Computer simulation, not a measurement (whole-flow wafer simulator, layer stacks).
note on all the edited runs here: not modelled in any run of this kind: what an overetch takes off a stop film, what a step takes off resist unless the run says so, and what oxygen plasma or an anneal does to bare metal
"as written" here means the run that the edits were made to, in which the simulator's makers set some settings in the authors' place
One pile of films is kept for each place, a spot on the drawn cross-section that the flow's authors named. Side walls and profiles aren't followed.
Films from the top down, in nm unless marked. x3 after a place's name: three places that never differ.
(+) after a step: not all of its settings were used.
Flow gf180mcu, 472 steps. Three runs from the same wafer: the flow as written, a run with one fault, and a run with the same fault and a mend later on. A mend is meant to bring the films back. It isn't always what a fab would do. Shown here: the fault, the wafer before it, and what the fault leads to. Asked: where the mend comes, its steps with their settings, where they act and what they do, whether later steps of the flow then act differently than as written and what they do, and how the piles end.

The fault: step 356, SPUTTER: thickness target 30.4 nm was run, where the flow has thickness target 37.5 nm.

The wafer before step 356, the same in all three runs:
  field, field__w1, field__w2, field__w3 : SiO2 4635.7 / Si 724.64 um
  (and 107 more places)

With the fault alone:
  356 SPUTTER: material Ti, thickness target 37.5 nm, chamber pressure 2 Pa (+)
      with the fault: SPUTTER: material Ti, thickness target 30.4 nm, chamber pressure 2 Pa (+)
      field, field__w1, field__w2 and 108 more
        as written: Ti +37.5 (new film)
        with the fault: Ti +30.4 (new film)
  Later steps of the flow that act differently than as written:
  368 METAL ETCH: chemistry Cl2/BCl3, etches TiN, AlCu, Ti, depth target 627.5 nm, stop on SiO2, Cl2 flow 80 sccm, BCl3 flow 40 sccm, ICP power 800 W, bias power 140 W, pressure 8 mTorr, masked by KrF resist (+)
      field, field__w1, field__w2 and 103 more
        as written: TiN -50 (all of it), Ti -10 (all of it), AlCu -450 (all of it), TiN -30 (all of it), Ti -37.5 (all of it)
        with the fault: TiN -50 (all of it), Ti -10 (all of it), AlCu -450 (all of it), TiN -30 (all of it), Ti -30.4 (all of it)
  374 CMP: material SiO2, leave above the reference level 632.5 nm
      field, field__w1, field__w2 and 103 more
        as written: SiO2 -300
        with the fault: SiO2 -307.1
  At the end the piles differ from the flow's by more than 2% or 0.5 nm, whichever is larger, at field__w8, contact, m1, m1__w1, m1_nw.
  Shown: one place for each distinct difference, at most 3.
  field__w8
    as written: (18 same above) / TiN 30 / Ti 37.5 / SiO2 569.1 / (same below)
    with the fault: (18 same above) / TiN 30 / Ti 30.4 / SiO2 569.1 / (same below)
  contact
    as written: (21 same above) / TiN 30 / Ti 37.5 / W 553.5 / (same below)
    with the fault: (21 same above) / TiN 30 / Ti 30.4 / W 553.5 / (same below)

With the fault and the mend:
  The mend comes after step 356.
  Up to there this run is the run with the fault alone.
  356a SPUTTER: material Ti, thickness target 7.1 nm, chamber pressure 2 Pa (+) (the flow's step 356 once more, with other settings)
      field, field__w1, field__w2 and 108 more
        Ti +7.1
  No later step of the flow acts differently than as written at any place that is followed.
  At the end the piles are the same as the flow's at every place that both follow.
